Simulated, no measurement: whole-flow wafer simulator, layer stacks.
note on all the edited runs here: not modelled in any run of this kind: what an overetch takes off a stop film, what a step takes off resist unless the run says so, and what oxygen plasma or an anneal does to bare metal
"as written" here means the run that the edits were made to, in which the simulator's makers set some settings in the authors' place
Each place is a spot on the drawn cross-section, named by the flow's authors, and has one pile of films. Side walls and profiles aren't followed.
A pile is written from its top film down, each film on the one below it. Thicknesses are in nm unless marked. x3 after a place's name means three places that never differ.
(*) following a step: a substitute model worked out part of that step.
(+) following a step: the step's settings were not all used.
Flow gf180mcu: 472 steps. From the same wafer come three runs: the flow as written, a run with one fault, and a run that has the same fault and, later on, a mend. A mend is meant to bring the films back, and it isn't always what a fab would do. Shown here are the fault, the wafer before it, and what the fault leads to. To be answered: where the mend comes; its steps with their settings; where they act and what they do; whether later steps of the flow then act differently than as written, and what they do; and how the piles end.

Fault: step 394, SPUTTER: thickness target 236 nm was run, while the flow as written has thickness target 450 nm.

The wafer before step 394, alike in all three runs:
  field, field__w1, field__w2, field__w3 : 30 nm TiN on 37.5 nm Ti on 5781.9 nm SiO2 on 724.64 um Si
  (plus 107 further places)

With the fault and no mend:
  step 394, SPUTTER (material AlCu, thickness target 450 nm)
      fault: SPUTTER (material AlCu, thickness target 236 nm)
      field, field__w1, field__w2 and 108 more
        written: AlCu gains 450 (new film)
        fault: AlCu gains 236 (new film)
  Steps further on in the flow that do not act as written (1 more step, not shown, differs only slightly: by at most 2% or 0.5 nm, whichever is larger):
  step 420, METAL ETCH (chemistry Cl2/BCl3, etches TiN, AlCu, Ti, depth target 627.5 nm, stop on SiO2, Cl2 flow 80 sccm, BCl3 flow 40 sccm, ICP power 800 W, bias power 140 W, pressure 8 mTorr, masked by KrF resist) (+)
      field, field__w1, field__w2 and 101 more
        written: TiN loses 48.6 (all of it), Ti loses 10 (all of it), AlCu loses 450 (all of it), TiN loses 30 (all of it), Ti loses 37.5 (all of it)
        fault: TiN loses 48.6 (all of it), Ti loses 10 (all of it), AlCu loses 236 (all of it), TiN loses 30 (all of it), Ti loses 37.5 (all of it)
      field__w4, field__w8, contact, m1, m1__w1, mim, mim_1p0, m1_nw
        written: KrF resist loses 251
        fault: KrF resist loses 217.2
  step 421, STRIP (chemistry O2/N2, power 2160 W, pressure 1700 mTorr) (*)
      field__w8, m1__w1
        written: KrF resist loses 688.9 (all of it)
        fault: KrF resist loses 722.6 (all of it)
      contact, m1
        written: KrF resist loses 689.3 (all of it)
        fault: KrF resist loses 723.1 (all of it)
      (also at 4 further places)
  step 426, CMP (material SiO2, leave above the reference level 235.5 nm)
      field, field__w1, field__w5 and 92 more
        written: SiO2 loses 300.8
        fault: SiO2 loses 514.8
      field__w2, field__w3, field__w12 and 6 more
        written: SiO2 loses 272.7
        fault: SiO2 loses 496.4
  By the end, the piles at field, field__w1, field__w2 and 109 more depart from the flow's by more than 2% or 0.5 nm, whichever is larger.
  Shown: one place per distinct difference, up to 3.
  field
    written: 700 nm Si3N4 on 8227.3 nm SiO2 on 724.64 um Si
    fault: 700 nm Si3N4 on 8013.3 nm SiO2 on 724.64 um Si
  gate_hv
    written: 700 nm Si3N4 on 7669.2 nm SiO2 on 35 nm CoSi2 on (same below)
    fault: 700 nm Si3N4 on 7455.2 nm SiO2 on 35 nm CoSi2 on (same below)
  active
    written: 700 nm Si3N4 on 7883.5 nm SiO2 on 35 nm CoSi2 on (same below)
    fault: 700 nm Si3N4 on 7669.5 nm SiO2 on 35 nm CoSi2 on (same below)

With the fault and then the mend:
  After step 394 comes the mend.
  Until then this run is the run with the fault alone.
  step 394a, SPUTTER (material AlCu, thickness target 214 nm) (a further turn of the flow's step 394, with different settings)
      field, field__w1, field__w2 and 108 more
        AlCu gains 214
  Later steps of the flow that are run all act as written at every place that is followed.
  The piles end the same as the flow's at every place that both follow.
